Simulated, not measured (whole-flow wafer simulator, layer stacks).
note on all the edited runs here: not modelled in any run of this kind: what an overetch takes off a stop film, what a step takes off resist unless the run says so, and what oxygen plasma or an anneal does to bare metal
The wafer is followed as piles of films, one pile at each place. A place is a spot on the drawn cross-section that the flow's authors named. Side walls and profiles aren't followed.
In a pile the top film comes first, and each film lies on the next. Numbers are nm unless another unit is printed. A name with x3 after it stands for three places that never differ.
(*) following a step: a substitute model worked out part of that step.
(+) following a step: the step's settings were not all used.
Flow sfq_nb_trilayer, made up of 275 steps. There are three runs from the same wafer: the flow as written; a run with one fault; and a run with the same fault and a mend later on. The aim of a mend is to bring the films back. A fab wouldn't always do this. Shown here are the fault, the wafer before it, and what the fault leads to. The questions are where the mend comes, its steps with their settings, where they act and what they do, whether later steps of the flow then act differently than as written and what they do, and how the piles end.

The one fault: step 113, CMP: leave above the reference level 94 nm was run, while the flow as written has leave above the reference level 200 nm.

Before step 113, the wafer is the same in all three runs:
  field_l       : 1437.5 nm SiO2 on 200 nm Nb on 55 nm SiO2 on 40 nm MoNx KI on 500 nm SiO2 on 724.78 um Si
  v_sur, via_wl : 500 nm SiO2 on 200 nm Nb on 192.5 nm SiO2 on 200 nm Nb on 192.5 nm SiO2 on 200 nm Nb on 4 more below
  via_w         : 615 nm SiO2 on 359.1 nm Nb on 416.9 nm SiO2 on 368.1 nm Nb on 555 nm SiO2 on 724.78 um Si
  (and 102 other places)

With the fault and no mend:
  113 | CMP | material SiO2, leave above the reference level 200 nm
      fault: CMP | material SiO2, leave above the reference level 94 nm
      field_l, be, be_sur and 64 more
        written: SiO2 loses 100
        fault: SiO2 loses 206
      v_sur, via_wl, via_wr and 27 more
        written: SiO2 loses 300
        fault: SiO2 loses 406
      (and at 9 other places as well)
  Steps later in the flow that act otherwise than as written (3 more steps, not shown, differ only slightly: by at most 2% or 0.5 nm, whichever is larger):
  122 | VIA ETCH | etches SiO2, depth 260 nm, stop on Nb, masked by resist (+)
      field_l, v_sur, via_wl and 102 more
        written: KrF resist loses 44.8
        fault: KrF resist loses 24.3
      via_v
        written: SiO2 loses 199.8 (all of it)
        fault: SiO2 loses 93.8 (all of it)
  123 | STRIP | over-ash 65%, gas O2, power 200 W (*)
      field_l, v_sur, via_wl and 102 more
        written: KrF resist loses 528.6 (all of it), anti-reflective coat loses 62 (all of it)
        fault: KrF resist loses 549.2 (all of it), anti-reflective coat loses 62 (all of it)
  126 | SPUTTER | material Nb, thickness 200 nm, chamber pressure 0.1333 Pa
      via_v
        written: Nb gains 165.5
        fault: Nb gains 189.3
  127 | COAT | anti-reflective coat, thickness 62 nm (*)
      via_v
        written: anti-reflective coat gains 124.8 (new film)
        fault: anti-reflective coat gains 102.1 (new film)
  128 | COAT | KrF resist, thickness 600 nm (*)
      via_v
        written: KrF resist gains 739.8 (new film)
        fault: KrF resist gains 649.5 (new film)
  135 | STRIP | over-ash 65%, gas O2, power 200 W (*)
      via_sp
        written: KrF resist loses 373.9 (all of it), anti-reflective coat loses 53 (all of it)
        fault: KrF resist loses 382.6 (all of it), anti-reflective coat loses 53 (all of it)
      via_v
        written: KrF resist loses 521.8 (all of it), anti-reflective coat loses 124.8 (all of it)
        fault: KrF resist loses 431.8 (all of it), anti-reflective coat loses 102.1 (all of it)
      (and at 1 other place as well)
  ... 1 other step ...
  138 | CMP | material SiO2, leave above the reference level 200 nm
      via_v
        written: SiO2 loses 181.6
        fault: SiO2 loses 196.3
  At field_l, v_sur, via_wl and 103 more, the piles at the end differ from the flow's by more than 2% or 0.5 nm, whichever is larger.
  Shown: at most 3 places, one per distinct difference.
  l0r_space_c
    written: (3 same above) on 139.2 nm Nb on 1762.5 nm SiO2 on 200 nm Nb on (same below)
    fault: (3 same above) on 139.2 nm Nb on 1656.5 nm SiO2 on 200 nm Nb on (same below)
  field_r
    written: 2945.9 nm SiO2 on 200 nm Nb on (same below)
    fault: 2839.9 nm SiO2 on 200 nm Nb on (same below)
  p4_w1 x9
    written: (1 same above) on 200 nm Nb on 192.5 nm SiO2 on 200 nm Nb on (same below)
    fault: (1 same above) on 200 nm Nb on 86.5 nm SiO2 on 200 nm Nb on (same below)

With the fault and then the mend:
  The mend stands after step 120.
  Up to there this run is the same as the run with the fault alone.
  120a | STRIP | over-ash 65%, gas O2, power 200 W (*)
      field_l, v_sur, via_wl and 102 more
        KrF resist loses 625.1 (all of it), anti-reflective coat loses 62 (all of it)
      via_v
        anti-reflective coat loses 62 (all of it)
  120b | PECVD | material SiO2, thickness 106 nm, 150 C, 23.56 s, RF power 183.3 W, pressure 2.4 Torr, precursor SiH4/N2O (a further turn of the flow's step 112, with different settings)
      field_l, v_sur, via_wl and 103 more
        SiO2 gains 106
  120c | COAT | anti-reflective coat, thickness 62 nm (a further turn of the flow's step 115)
      field_l, v_sur, via_wl and 103 more
        anti-reflective coat gains 62 (new film)
  120d | COAT | KrF resist, thickness 650 nm (a further turn of the flow's step 116)
      field_l, v_sur, via_wl and 103 more
        KrF resist gains 650 (new film)
  120e | SOFTBAKE | KrF resist (a further turn of the flow's step 117)
      does not change any film at any place that is followed
  120f | EXPOSE | photomask I3, dose 11.91 mJ/cm2, NA 0.6, wavelength 248 nm (*) (a further turn of the flow's step 118)
      does not change any film at any place that is followed
  120g | PEB | KrF resist, 90 s (a further turn of the flow's step 119)
      field_l, v_sur, via_wl and 103 more
        KrF resist loses 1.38
  120h | DEVELOP | KrF resist, thickness 650 nm, 60 s (a further turn of the flow's step 120)
      field_l, v_sur, via_wl and 102 more
        KrF resist loses 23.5
      via_v
        KrF resist loses 648.6 (all of it)
  Every later step of the flow that is run acts as written at every place that is followed.
  At every place that both follow, the piles at the end match the flow's.
